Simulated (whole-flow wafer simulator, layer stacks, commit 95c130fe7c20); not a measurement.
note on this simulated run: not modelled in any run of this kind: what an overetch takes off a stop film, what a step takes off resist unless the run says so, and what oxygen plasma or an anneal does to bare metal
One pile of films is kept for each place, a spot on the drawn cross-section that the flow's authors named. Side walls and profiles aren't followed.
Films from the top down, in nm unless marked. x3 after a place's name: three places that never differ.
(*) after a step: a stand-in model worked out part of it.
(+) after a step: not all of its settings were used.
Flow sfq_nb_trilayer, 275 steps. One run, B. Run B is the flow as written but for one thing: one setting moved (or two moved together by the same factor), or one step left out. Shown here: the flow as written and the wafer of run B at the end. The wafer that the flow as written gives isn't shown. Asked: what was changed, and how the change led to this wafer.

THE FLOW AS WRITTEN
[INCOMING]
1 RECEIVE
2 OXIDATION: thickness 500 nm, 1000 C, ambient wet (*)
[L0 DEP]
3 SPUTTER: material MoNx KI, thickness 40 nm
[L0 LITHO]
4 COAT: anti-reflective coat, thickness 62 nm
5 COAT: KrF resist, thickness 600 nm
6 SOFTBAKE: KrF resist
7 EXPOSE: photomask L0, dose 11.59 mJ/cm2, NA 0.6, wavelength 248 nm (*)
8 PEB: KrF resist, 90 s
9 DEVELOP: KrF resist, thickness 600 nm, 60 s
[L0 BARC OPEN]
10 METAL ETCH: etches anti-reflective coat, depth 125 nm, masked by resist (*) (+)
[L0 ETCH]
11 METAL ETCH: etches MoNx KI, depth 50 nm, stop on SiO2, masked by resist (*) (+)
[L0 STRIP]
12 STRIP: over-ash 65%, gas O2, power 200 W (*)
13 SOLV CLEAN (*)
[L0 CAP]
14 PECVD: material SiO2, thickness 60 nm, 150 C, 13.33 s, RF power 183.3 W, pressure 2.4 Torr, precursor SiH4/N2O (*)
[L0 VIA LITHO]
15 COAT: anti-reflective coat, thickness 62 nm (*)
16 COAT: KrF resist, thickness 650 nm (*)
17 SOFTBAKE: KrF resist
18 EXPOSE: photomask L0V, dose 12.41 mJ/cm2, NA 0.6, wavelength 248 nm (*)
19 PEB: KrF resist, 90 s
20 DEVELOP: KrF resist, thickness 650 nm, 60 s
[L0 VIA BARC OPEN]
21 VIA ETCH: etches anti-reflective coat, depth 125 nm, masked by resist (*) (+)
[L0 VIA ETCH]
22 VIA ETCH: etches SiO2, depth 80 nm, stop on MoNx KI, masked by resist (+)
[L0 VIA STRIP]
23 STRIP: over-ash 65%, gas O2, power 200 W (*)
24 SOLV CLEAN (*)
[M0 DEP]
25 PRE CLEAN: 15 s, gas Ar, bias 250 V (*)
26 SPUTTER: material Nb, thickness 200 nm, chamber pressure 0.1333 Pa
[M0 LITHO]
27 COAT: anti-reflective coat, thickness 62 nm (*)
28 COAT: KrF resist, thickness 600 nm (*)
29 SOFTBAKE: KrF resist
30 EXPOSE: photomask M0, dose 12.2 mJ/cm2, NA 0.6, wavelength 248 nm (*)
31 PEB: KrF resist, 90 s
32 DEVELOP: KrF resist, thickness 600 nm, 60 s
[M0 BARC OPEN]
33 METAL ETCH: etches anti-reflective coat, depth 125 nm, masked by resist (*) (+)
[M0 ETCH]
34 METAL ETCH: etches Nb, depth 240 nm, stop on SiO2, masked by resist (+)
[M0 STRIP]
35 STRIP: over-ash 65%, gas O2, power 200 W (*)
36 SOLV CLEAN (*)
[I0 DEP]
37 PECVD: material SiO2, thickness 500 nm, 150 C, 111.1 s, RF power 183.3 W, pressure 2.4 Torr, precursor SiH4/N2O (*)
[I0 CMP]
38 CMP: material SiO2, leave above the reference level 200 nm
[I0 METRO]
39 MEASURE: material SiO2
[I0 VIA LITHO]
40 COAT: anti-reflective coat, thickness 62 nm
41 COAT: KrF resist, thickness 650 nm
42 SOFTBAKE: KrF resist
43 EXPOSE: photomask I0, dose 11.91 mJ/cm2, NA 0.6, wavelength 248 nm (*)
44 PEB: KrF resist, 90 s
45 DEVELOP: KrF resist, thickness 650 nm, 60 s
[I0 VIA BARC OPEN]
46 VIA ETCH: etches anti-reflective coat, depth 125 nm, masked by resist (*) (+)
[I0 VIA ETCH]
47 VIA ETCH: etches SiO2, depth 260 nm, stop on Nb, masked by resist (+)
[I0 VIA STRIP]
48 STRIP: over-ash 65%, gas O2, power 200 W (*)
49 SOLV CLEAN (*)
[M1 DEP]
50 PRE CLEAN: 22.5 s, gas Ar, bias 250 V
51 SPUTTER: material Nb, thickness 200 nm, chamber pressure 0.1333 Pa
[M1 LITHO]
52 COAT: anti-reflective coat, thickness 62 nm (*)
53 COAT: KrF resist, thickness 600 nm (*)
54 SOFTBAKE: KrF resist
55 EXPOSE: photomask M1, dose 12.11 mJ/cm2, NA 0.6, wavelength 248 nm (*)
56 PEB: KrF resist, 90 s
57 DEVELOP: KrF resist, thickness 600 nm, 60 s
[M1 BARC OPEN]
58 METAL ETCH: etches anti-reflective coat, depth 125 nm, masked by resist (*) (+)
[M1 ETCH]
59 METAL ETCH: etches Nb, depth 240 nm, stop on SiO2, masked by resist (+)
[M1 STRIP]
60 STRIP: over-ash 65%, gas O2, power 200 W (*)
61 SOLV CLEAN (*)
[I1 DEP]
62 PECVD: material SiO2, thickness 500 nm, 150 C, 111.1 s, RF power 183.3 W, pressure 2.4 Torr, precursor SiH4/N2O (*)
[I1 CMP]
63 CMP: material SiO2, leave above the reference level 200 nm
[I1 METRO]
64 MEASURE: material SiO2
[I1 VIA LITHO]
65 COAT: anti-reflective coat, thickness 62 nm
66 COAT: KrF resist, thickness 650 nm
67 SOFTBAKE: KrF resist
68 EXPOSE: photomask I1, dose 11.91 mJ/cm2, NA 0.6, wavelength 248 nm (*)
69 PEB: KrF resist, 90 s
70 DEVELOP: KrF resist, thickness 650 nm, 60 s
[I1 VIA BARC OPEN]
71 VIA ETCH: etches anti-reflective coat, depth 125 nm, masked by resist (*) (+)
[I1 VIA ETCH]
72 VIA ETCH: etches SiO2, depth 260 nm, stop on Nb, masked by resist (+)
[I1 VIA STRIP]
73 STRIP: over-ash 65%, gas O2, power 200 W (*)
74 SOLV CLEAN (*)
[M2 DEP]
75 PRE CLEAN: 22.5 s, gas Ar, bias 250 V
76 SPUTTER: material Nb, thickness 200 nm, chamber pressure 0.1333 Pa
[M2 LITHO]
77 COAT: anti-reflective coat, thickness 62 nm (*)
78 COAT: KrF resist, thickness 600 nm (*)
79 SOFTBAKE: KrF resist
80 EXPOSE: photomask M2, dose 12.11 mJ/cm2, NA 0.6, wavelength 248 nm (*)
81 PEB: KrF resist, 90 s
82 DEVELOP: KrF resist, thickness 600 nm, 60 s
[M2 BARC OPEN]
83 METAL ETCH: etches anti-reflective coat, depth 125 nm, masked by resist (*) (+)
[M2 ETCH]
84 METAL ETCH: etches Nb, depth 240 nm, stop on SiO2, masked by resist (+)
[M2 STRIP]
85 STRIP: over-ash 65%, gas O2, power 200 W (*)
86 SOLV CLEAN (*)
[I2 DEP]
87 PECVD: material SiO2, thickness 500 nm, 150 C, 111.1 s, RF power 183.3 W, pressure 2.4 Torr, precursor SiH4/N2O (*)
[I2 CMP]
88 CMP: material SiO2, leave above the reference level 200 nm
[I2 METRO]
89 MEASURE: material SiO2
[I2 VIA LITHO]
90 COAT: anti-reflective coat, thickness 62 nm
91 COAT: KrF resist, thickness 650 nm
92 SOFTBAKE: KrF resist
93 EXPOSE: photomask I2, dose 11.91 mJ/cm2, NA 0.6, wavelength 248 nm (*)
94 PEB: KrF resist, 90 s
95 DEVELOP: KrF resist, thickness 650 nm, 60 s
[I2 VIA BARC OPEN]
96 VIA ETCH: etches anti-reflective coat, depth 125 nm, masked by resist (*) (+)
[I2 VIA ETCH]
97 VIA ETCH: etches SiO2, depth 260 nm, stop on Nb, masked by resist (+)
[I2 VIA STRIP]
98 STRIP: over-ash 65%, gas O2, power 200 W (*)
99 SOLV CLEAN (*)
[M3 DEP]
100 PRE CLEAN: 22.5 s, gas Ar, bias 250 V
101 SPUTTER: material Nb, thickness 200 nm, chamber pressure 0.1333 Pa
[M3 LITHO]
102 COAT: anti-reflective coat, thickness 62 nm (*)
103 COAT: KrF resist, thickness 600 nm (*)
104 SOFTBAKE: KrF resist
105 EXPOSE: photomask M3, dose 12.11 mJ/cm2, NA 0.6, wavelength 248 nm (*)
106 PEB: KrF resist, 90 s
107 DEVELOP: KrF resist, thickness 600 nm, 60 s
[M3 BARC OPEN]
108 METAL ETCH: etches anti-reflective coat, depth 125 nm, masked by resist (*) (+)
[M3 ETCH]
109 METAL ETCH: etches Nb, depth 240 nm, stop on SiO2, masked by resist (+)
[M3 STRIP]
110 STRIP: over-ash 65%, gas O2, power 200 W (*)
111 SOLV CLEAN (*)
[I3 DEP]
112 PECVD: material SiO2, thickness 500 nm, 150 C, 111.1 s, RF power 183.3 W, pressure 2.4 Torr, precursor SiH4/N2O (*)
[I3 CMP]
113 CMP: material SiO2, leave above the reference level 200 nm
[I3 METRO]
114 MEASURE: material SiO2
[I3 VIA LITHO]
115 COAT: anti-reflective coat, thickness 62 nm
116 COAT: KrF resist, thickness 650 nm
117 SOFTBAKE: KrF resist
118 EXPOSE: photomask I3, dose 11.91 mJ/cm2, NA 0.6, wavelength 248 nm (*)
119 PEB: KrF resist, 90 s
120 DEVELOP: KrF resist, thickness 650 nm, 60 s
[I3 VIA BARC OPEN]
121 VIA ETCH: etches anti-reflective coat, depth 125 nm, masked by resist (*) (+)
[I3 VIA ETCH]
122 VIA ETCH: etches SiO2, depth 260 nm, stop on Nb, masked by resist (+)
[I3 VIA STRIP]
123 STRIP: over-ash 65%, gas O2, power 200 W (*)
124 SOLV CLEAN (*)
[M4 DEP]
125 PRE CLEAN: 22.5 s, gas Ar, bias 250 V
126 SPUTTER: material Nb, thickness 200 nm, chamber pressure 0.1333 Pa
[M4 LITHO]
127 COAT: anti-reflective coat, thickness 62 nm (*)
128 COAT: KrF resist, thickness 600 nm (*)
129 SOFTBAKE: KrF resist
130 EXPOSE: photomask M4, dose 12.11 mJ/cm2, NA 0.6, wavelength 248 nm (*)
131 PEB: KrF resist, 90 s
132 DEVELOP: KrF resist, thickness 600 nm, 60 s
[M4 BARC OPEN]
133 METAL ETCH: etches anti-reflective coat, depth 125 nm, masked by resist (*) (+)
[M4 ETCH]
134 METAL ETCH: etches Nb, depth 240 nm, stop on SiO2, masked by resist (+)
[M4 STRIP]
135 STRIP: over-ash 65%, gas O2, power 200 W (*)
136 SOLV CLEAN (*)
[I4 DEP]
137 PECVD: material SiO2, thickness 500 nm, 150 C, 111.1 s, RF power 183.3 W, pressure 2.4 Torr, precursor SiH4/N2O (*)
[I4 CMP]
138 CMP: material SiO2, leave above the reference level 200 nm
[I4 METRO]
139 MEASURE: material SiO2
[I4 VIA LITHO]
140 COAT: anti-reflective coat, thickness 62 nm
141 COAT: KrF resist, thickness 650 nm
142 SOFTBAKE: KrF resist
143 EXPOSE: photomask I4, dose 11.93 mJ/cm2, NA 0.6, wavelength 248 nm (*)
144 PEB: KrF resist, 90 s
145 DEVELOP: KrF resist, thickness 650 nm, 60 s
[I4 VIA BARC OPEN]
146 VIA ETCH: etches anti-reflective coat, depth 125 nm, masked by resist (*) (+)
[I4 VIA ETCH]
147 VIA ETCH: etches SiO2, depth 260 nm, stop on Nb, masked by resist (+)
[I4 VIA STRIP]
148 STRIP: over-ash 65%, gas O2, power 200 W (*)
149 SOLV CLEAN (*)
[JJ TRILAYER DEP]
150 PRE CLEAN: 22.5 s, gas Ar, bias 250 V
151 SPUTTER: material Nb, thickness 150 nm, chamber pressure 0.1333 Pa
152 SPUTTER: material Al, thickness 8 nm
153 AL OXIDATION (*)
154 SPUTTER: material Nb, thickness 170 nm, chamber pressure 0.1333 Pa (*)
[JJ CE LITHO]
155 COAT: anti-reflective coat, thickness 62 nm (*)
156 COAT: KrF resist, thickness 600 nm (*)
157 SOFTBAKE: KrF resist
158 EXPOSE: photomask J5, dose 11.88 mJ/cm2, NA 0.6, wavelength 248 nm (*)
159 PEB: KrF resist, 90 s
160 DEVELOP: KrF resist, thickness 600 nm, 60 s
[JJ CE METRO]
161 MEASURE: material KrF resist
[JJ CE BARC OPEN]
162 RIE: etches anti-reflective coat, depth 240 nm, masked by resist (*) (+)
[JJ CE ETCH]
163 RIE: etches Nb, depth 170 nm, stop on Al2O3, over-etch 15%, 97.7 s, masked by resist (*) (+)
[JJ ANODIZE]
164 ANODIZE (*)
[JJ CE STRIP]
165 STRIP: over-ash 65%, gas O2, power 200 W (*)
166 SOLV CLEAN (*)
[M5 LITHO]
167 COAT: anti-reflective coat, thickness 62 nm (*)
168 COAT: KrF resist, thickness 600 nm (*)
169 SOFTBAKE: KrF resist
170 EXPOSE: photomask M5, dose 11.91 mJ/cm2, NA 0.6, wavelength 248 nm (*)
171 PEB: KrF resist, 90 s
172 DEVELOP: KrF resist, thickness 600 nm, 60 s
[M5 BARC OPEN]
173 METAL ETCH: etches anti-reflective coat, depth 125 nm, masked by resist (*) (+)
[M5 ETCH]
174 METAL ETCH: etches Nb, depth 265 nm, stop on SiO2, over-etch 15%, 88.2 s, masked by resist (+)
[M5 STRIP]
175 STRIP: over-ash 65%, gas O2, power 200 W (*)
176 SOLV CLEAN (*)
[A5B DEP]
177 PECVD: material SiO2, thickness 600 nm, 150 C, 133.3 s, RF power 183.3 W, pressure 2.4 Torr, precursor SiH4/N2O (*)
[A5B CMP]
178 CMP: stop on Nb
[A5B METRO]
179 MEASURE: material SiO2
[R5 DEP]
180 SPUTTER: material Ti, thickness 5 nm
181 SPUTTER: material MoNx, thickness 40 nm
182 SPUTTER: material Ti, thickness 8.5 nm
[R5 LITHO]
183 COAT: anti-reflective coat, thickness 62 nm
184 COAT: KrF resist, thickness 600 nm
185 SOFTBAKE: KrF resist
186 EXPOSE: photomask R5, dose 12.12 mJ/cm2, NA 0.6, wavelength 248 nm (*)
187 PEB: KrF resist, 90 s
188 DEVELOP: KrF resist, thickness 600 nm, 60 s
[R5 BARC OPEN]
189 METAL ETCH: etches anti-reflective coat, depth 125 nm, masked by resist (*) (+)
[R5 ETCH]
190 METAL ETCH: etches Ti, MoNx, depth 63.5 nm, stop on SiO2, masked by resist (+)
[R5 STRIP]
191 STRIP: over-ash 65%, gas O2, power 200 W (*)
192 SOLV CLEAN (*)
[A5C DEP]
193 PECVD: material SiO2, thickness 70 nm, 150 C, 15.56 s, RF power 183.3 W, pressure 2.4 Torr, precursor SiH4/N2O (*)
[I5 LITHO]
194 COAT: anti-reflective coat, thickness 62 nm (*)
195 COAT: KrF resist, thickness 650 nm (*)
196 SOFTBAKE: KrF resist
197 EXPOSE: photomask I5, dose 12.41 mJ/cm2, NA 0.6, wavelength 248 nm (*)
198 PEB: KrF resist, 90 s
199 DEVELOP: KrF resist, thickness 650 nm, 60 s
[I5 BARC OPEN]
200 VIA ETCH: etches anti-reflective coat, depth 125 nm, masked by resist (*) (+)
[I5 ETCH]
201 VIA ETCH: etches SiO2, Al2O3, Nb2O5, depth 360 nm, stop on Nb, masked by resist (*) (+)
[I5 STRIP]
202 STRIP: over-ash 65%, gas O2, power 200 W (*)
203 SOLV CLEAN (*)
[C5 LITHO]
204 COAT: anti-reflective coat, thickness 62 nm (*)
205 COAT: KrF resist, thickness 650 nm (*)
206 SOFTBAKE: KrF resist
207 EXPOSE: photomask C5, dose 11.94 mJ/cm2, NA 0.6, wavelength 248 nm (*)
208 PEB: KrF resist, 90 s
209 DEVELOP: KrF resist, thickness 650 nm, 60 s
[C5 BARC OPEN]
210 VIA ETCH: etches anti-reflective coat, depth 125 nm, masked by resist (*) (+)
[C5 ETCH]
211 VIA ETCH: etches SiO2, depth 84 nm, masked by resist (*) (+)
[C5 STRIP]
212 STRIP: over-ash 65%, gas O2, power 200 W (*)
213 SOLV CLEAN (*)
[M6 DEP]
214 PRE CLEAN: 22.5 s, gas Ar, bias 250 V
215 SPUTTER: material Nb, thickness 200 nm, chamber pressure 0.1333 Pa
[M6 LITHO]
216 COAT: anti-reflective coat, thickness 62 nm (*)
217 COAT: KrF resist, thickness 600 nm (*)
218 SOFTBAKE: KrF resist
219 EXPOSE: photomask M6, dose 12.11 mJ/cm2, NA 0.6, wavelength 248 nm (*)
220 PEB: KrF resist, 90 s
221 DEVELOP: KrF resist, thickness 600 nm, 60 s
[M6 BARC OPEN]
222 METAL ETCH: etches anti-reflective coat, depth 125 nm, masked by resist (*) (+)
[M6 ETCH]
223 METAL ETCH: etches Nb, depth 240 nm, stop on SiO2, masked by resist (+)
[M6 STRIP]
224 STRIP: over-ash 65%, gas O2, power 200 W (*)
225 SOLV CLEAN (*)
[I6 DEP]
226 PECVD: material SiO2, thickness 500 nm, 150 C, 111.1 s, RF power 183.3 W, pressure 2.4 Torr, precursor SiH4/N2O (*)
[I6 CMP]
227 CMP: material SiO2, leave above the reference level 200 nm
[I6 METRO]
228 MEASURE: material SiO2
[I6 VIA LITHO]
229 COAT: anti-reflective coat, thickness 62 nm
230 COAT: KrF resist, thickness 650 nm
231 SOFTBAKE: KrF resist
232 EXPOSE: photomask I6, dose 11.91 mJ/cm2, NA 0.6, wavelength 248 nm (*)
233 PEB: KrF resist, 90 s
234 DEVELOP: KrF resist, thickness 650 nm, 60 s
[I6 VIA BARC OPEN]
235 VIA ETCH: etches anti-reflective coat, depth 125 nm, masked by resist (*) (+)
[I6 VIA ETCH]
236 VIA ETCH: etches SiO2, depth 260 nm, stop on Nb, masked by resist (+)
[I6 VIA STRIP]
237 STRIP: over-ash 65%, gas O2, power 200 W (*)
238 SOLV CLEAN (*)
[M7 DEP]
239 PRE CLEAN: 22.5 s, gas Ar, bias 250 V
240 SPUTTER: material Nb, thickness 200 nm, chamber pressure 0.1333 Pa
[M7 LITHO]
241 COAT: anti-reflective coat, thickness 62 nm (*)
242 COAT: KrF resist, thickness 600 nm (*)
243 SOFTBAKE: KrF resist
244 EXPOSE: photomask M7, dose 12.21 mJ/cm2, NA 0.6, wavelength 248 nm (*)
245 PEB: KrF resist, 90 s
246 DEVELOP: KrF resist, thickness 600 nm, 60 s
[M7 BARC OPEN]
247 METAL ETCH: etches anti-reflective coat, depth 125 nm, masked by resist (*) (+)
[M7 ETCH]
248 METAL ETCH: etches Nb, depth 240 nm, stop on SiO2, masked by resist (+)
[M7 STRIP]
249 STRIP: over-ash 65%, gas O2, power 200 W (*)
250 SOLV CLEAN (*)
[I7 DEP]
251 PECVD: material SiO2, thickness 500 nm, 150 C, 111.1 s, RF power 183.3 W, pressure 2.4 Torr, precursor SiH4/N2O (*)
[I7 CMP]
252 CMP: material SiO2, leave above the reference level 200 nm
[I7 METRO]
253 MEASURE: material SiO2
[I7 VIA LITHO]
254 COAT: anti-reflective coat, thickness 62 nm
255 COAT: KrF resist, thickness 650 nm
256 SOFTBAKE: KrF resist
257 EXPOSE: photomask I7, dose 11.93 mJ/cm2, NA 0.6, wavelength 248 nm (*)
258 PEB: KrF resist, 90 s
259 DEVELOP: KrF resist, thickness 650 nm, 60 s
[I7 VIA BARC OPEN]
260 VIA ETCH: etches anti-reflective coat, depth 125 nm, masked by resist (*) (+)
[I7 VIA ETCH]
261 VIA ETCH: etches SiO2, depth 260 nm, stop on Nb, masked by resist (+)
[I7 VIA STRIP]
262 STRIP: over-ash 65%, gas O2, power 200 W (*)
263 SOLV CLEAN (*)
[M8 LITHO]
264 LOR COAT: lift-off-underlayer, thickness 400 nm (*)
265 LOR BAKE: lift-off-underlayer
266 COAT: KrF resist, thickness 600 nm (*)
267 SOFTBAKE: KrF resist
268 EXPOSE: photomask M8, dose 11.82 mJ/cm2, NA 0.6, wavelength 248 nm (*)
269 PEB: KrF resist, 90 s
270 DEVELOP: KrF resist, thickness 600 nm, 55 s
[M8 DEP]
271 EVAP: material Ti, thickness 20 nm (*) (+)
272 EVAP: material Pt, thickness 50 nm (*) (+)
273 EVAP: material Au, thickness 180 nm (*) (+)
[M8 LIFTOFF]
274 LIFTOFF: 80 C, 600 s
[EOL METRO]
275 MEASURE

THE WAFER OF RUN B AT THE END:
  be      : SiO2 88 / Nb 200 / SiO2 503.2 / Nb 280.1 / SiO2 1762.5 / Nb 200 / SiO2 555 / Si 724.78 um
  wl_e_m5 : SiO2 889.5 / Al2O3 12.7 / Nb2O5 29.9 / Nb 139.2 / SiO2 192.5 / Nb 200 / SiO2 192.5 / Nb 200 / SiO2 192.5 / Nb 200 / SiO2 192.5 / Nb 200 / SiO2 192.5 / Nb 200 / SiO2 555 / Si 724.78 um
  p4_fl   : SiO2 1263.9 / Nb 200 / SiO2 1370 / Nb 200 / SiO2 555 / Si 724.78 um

The cause: step 252, CMP: leave above the reference level 88 nm was run, where the flow has leave above the reference level 200 nm.
It can be read off the wafer: be has SiO2 88, and step 252 as written asks for 200 nm.

How the change led to this, step by step:
  252 CMP: material SiO2, leave above the reference level 200 nm
      field_l, p4_fl, p4_fm and 56 more: SiO2 -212 (as written it would be: SiO2 -100)
      v_sur, via_wl, via_w and 37 more: SiO2 -412 (as written it would be: SiO2 -300)
      (and at 7 more places)
  261 VIA ETCH: etches SiO2, depth 260 nm, stop on Nb, masked by resist (+)
      field_l, v_sur, via_sp and 100 more: KrF resist -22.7 (as written it would be: KrF resist -44.8)
      via_wl, via_w, via_wr: SiO2 -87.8 (all of it) (as written it would be: SiO2 -199.8 (all of it))
  262 STRIP: over-ash 65%, gas O2, power 200 W (*)
      field_l, v_sur, via_sp and 100 more: KrF resist -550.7 (all of it), anti-reflective coat -62 (all of it) (as written it would be: KrF resist -528.6 (all of it), anti-reflective coat -62 (all of it))
  264 LOR COAT: lift-off-underlayer, thickness 400 nm (*)
      via_wl, via_wr: lift-off-underlayer +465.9 (new film) (as written it would be: lift-off-underlayer +549.8 (new film))
      v_sur: lift-off-underlayer +386.5 (new film) (as written it would be: lift-off-underlayer +369.4 (new film))
      (and at 2 more places)
  266 COAT: KrF resist, thickness 600 nm (*)
      via_wl: KrF resist +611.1 (new film) (as written it would be: KrF resist +625.2 (new film))
      via_w: KrF resist +616.2 (new film) (as written it would be: KrF resist +636.8 (new film))
      (and at 1 more place)
  270 DEVELOP: KrF resist, thickness 600 nm, 55 s
      v_sur: KrF resist -602.5 (all of it), lift-off-underlayer -386.5 (all of it) (as written it would be: KrF resist -607.3 (all of it), lift-off-underlayer -369.4 (all of it))
      via_wl: KrF resist -609.8 (all of it), lift-off-underlayer -465.9 (all of it) (as written it would be: KrF resist -623.9 (all of it), lift-off-underlayer -549.8 (all of it))
      (and at 3 more places)
